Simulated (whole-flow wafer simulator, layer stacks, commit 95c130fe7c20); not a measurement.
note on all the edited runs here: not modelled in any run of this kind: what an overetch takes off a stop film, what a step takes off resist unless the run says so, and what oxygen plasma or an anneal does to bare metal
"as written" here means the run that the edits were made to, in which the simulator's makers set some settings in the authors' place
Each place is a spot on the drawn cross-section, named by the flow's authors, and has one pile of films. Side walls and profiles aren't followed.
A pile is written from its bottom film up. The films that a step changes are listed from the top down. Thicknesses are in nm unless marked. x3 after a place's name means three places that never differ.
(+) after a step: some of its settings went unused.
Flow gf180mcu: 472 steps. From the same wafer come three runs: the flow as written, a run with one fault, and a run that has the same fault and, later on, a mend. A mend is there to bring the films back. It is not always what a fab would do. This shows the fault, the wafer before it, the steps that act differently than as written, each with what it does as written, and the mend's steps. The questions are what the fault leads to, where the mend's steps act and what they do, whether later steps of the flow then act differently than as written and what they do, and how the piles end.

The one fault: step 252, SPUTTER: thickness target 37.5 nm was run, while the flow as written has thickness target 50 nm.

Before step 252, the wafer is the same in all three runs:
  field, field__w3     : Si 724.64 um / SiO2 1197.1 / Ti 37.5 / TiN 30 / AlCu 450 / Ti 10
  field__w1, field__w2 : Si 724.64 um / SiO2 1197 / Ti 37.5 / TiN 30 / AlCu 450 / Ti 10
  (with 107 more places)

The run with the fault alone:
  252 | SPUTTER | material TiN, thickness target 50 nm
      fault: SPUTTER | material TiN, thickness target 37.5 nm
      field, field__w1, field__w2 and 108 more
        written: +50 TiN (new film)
        fault: +37.5 TiN (new film)
  Steps further on in the flow that do not act as written (4 more steps, not shown, differ only slightly: by at most 2% or 0.5 nm, whichever is larger):
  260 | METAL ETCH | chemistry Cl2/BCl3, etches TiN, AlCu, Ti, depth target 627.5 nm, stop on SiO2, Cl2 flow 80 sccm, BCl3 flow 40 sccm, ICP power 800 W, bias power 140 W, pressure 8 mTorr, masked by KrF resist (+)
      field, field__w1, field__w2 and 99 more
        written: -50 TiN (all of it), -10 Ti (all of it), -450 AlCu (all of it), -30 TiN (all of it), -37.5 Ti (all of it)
        fault: -37.5 TiN (all of it), -10 Ti (all of it), -450 AlCu (all of it), -30 TiN (all of it), -37.5 Ti (all of it)
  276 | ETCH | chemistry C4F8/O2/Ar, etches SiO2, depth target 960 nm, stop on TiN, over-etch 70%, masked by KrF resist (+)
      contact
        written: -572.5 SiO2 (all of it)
        fault: -585 SiO2 (all of it)
  By the end, the piles at field__w8, contact, m1 and 6 more depart from the flow's by more than 2% or 0.5 nm, whichever is larger.
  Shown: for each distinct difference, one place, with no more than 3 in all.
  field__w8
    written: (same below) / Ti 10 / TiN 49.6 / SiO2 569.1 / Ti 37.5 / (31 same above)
    fault: (same below) / Ti 10 / TiN 37.1 / SiO2 581.6 / Ti 37.5 / (31 same above)
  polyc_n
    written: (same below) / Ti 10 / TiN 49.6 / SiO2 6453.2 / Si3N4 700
    fault: (same below) / Ti 10 / TiN 37.1 / SiO2 6465.7 / Si3N4 700
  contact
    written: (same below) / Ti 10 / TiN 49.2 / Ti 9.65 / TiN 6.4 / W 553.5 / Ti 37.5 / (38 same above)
    fault: (same below) / Ti 10 / TiN 36.7 / Ti 9.58 / TiN 6.36 / W 566.1 / Ti 37.5 / (38 same above)

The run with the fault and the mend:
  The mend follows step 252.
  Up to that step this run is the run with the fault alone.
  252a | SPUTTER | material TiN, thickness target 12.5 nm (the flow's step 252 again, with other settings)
      field, field__w1, field__w2 and 108 more
        +12.5 TiN
  Later steps of the flow that are run all act as written at every place that is followed.
  At every place that both follow, the piles at the end match the flow's.
